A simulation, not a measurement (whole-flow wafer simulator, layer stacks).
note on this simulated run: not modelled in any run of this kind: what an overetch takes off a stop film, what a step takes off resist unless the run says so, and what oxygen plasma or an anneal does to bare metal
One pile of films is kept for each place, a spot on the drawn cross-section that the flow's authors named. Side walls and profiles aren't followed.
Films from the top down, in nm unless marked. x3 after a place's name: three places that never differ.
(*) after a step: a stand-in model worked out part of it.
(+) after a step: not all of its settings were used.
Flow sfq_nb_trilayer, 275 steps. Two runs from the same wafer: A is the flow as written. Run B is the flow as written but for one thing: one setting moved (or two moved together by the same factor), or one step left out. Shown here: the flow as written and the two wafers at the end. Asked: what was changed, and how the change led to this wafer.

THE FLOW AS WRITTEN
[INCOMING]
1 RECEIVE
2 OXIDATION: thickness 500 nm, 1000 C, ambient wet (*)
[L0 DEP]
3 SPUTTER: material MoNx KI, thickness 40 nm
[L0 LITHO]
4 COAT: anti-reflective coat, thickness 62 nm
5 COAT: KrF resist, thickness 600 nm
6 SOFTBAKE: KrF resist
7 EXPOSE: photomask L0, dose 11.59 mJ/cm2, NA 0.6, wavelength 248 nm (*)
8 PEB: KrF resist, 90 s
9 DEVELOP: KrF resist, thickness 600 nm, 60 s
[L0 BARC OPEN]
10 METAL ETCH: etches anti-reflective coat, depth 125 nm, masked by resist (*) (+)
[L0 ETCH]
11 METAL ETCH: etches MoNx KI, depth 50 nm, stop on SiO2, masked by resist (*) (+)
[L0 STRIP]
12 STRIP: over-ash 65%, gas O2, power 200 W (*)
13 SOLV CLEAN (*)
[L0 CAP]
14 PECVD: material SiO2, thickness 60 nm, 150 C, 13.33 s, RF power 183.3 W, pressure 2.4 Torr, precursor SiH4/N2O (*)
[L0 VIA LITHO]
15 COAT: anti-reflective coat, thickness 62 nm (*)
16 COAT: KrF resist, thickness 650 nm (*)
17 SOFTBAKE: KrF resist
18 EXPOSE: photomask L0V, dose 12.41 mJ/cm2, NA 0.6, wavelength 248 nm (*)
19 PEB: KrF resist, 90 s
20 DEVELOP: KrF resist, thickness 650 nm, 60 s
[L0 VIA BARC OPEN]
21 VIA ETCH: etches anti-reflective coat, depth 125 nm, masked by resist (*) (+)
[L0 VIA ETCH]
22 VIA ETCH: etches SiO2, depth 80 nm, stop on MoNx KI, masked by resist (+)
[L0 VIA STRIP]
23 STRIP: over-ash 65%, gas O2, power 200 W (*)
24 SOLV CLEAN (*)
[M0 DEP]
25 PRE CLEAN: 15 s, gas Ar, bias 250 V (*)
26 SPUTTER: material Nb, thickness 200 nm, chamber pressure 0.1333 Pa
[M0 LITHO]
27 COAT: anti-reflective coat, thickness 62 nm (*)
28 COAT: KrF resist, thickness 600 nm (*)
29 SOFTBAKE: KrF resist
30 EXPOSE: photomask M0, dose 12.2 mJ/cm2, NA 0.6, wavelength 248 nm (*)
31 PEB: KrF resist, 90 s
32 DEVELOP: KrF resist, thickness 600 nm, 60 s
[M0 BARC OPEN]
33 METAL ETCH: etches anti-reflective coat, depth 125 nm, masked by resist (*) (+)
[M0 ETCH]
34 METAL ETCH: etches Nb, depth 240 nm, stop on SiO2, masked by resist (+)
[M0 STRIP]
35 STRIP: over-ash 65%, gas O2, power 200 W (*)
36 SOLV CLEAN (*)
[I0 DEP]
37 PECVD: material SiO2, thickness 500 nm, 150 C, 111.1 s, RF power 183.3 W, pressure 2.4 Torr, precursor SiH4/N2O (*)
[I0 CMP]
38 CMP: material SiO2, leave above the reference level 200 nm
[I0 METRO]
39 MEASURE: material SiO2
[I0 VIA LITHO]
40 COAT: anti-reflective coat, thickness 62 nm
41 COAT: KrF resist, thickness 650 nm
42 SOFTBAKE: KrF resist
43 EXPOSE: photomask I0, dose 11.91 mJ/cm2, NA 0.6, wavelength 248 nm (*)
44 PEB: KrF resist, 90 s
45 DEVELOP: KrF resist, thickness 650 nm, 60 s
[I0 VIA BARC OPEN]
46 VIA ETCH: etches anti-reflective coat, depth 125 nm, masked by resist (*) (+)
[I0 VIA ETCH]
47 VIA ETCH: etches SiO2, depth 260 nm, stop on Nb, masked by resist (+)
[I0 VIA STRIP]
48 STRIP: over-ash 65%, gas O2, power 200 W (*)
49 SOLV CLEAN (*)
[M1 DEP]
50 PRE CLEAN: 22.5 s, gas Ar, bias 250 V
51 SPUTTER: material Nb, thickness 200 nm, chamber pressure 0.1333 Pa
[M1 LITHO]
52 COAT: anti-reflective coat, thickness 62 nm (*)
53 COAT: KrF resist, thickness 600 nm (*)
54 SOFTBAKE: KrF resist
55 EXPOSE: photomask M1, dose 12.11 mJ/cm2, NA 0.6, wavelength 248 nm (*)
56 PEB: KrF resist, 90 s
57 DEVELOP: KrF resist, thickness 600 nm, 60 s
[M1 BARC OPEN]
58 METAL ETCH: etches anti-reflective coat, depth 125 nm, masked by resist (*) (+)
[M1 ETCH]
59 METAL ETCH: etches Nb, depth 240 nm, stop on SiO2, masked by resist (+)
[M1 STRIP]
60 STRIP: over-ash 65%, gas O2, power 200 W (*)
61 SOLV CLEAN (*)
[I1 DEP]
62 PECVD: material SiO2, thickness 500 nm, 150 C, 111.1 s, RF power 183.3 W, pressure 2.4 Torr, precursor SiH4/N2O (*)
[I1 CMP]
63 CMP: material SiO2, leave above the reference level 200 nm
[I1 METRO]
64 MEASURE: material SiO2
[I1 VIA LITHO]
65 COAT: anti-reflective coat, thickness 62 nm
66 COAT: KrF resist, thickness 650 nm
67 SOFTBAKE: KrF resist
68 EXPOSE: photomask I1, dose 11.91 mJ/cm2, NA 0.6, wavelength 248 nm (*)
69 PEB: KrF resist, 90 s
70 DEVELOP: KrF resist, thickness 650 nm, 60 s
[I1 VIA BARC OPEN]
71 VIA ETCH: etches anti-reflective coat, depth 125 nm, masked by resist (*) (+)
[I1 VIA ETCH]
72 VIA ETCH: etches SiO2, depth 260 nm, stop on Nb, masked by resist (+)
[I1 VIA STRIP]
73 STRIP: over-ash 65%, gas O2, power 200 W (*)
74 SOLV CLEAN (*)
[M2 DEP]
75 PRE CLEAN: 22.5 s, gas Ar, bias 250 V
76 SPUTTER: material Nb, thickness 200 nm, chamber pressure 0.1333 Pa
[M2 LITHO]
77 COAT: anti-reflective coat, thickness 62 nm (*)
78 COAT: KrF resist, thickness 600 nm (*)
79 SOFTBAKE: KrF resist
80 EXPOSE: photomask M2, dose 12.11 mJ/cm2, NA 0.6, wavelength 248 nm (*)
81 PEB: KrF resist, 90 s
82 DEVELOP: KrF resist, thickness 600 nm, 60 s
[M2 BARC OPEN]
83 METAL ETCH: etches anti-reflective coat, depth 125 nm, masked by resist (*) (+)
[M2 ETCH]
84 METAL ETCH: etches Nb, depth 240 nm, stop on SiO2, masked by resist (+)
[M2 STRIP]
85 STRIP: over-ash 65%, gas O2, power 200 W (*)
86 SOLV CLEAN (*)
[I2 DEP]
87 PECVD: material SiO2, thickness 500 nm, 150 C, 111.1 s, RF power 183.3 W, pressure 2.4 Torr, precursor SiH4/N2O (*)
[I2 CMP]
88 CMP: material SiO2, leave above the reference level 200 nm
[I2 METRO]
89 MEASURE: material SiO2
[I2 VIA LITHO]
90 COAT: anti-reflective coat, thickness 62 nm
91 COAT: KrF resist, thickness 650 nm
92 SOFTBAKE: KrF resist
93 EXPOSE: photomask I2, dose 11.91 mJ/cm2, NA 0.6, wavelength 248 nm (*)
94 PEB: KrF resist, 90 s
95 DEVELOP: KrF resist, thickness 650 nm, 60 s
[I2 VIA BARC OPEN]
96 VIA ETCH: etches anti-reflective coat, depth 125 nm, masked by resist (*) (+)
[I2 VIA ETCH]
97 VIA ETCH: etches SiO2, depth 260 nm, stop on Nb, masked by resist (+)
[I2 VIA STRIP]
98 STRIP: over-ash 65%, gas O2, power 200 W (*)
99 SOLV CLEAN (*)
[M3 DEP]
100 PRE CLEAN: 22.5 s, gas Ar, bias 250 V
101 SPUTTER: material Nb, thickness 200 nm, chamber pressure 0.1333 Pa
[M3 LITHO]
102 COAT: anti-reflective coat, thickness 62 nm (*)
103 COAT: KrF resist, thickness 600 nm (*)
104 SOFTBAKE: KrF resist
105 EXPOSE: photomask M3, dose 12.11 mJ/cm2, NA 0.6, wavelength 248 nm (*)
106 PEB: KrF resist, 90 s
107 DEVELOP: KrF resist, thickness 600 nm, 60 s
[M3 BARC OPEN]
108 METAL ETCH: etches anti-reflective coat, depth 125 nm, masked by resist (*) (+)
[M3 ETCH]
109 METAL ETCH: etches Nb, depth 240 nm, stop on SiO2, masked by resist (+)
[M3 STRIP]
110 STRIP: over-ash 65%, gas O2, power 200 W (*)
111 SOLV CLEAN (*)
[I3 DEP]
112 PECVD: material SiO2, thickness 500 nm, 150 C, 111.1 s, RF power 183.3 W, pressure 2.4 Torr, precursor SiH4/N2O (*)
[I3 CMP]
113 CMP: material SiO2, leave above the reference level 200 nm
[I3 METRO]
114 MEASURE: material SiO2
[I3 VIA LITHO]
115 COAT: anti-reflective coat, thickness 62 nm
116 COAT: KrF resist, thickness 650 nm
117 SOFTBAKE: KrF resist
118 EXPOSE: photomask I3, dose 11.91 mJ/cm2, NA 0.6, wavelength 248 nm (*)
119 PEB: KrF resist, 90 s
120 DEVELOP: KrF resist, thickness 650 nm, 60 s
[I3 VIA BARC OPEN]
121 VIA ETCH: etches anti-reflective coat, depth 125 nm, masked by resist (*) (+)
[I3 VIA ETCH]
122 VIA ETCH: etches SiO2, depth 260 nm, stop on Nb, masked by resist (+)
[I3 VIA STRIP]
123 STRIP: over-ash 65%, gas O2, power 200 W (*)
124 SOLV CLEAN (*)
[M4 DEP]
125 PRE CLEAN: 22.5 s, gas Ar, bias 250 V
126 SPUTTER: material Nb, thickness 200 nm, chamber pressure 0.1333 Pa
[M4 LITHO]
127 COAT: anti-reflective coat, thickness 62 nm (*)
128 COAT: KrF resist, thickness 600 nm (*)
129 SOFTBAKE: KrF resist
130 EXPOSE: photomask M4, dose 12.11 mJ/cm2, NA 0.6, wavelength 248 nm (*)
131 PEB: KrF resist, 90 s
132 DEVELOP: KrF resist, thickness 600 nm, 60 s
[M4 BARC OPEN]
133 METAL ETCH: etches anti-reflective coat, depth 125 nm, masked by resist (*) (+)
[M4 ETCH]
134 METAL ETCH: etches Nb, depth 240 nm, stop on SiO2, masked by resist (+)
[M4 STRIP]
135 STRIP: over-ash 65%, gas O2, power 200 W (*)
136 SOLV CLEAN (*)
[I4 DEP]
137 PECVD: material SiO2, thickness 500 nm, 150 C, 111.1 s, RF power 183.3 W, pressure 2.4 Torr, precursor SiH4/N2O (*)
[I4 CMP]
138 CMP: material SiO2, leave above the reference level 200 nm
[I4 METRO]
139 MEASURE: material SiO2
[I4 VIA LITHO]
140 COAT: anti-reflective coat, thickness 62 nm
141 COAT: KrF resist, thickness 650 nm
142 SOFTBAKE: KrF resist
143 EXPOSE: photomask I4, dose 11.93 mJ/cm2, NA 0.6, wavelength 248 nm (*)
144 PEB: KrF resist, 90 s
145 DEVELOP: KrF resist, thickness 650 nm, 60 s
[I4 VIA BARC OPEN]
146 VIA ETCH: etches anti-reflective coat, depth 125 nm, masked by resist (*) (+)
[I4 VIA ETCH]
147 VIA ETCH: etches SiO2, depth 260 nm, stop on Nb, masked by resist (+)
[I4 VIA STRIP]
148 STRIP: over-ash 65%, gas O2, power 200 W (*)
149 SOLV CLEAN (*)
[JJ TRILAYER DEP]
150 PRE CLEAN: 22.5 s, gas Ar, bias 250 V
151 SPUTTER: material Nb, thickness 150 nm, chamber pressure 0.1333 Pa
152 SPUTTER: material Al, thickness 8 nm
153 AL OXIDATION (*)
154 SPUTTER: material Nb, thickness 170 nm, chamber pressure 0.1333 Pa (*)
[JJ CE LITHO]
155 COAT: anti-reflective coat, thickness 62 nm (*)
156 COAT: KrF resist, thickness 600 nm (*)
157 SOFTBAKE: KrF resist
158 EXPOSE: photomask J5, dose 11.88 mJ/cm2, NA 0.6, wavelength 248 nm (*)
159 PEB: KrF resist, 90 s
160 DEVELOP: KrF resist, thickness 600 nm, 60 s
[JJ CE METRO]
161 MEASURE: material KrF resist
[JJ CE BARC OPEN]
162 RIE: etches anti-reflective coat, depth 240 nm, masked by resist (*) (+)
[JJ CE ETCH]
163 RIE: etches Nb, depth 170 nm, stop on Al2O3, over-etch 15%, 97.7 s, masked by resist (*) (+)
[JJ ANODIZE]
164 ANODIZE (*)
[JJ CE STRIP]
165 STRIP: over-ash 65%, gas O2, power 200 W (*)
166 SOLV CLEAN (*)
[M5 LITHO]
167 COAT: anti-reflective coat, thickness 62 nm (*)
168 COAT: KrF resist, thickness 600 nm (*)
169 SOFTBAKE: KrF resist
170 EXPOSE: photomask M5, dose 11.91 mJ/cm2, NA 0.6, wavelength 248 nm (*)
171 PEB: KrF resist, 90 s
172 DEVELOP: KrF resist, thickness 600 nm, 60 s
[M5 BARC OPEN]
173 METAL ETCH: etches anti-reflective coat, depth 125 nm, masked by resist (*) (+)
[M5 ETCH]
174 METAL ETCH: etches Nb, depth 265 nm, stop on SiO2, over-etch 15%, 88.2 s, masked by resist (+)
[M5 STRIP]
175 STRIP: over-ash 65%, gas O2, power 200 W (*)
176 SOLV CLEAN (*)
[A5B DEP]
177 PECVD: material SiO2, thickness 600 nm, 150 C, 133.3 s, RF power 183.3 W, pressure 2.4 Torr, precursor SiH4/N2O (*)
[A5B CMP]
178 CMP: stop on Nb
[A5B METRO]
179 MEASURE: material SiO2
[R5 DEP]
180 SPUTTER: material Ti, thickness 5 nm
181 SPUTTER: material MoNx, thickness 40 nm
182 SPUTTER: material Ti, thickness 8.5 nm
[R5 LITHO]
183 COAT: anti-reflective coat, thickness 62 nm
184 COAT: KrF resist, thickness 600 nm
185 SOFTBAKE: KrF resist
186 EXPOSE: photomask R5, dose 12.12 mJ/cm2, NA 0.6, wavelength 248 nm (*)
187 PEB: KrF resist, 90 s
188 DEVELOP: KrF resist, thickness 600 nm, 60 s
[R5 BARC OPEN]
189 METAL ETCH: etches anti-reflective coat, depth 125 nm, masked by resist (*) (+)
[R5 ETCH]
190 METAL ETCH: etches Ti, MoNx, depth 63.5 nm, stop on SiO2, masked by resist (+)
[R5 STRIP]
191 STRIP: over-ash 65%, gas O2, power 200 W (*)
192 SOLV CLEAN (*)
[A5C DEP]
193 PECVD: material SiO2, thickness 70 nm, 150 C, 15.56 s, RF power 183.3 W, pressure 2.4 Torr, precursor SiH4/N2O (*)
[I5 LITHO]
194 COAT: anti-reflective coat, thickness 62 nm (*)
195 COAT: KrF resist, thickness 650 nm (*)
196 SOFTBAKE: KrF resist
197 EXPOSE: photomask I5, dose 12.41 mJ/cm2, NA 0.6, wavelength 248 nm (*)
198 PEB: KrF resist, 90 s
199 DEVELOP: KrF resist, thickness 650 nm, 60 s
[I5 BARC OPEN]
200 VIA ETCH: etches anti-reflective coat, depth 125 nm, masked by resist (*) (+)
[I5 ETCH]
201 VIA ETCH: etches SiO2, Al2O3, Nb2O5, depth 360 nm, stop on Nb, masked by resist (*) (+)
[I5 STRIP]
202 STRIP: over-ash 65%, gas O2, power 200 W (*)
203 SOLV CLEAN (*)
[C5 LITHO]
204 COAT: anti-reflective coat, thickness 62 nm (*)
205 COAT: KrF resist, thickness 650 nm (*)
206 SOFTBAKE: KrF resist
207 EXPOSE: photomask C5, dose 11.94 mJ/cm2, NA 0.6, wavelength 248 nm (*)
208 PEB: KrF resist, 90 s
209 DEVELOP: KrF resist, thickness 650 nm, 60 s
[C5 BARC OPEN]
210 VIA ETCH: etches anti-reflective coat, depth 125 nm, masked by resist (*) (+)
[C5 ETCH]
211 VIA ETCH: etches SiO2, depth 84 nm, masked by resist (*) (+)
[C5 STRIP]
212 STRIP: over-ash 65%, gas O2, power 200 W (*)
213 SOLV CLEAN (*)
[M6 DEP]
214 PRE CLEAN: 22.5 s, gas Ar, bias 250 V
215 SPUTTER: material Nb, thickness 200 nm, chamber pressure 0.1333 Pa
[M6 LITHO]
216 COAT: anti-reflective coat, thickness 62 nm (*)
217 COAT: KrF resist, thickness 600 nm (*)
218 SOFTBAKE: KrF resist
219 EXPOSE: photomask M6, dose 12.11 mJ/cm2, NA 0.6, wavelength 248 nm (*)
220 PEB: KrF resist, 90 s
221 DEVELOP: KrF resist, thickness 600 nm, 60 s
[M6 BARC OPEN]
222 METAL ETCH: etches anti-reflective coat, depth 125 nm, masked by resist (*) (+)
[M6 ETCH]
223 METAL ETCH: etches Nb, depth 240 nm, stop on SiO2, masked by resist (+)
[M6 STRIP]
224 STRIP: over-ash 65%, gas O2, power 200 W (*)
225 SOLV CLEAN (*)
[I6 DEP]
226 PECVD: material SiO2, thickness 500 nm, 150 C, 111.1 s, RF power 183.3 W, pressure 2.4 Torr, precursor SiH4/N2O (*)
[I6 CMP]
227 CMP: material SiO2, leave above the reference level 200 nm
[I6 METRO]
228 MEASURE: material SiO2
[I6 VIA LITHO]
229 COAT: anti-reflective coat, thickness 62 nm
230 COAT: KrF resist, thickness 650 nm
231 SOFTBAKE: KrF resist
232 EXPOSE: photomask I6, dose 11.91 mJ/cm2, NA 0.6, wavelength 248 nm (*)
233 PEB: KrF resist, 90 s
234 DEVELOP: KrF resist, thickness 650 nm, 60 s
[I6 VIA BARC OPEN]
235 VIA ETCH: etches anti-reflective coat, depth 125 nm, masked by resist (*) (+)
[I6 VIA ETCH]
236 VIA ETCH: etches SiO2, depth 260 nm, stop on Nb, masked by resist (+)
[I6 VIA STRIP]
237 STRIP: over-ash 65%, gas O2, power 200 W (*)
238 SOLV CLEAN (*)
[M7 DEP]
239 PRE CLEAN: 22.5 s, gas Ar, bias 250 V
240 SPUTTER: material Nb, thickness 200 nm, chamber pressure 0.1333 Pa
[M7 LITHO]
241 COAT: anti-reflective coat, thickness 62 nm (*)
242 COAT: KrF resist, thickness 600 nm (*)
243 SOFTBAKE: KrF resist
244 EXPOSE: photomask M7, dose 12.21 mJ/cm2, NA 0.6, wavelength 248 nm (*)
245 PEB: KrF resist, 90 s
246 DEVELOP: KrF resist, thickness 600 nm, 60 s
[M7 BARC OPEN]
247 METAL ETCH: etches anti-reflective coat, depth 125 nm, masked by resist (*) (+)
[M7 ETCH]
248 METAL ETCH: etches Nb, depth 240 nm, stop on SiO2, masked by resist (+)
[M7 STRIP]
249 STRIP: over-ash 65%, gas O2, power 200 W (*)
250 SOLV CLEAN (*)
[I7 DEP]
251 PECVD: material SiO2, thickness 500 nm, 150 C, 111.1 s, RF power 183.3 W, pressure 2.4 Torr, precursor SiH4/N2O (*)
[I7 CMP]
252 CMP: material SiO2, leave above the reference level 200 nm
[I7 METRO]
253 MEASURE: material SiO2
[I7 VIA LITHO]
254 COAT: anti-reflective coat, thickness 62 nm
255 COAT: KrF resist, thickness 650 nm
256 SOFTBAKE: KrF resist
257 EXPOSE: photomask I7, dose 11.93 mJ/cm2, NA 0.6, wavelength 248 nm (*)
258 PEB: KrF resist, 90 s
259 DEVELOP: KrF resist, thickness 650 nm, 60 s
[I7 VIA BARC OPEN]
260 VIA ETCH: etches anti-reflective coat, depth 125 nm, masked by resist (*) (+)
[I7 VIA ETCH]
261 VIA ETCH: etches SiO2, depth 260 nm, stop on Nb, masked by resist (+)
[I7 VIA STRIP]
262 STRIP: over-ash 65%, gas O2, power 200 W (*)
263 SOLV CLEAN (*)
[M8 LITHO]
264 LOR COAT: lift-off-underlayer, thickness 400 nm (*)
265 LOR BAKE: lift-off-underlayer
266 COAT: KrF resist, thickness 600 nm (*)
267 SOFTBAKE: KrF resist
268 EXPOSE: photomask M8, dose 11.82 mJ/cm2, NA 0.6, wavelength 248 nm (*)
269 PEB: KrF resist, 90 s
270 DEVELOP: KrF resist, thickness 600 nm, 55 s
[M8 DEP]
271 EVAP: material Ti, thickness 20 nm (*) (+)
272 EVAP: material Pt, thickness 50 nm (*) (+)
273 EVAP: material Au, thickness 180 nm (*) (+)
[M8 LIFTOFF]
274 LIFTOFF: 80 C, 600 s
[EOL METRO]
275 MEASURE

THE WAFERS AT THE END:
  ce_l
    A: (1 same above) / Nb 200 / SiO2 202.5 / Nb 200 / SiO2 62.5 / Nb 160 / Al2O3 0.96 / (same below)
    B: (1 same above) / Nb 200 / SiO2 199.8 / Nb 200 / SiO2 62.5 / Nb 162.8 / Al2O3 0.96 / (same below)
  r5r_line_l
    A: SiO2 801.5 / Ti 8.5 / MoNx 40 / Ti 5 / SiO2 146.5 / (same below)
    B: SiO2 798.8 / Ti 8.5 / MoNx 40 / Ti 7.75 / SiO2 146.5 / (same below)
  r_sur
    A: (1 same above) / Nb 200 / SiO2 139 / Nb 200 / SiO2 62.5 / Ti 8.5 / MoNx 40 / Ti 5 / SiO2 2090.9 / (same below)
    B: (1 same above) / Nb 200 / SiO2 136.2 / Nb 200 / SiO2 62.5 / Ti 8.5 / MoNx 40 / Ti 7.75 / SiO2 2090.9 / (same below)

The cause: step 180, SPUTTER: thickness 7.75 nm was run, where the flow has thickness 5 nm.
It can be read off the wafer: r5r_line_l has Ti 7.75, and step 180 as written asks for 5 nm.

How the change led to this, step by step:
  180 SPUTTER: material Ti, thickness 5 nm
      field_l, v_sur, via_wl and 103 more: A Ti +5 (new film) | B Ti +7.75 (new film)
  190 METAL ETCH: etches Ti, MoNx, depth 63.5 nm, stop on SiO2, masked by resist (+)
      field_l, v_sur, via_wl and 92 more: A Ti -8.5 (all of it), MoNx -40 (all of it), Ti -5 (all of it) | B Ti -8.5 (all of it), MoNx -40 (all of it), Ti -7.75 (all of it)
      ce_l, c5j, ce_r, wl_jj: A Ti -8.5 (all of it), MoNx -40 (all of it), Ti -5 (all of it), Nb -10 | B Ti -8.5 (all of it), MoNx -40 (all of it), Ti -7.75 (all of it), Nb -7.25
  216 COAT: anti-reflective coat, thickness 62 nm (*)
      sp_r: A anti-reflective coat +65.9 (new film) | B anti-reflective coat +67.3 (new film)
  224 STRIP: over-ash 65%, gas O2, power 200 W (*)
      sp_r: A KrF resist -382 (all of it), anti-reflective coat -65.9 (all of it) | B KrF resist -381.9 (all of it), anti-reflective coat -67.3 (all of it)
